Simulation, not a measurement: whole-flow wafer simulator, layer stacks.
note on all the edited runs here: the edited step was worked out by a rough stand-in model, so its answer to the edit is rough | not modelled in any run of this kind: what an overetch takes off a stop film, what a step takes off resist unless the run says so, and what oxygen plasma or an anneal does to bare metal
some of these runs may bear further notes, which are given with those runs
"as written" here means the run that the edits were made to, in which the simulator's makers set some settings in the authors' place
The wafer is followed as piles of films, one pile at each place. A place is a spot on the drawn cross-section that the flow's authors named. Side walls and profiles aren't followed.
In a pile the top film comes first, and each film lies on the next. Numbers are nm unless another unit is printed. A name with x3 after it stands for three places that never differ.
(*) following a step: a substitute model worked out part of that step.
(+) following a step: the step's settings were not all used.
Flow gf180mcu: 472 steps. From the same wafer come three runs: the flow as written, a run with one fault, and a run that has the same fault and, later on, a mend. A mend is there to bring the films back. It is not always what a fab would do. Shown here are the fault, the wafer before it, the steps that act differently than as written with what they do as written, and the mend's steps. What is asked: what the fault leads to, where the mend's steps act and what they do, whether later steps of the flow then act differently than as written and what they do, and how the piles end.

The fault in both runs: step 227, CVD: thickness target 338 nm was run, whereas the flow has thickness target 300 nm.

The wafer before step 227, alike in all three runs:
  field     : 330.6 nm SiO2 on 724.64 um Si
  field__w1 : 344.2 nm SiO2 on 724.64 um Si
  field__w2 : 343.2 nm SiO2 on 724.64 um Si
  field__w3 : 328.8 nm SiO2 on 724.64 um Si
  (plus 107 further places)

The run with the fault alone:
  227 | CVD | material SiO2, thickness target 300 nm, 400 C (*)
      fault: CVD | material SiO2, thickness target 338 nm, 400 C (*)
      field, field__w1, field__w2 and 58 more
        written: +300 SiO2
        fault: +338 SiO2
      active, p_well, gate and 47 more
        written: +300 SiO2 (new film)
        fault: +338 SiO2 (new film)
  Later steps of the flow acting differently than as written (not shown: 3 more steps that differ only slightly, by at most 2% or 0.5 nm, whichever is larger):
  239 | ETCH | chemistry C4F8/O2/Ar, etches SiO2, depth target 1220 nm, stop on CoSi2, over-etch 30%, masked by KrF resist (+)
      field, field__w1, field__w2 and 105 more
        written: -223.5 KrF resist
        fault: -233.4 KrF resist
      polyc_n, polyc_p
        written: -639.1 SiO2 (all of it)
        fault: -677.1 SiO2 (all of it)
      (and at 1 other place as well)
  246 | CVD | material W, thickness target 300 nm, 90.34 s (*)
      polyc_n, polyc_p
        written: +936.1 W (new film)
        fault: +974.1 W (new film)
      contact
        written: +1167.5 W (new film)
        fault: +1205.8 W (new film)
  At field__w8, contact, m1 and 6 more, the piles at the end differ from the flow's by more than 2% or 0.5 nm, whichever is larger.
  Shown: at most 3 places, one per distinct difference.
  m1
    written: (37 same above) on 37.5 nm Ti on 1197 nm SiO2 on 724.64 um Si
    fault: (37 same above) on 37.5 nm Ti on 1235 nm SiO2 on 724.64 um Si
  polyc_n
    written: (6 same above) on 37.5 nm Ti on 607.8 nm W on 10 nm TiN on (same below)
    fault: (6 same above) on 37.5 nm Ti on 645.8 nm W on 10 nm TiN on (same below)
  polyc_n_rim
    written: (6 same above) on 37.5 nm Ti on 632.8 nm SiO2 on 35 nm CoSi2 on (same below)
    fault: (6 same above) on 37.5 nm Ti on 670.8 nm SiO2 on 35 nm CoSi2 on (same below)

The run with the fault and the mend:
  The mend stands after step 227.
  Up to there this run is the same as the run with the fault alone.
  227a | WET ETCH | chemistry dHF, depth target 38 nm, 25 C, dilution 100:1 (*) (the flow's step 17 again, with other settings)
      field, field__w1, field__w2 and 108 more
        -38 SiO2
  None of the later steps of the flow acts differently than as written at any place that is followed.
  By the end, the piles equal the flow's at every place that both follow.
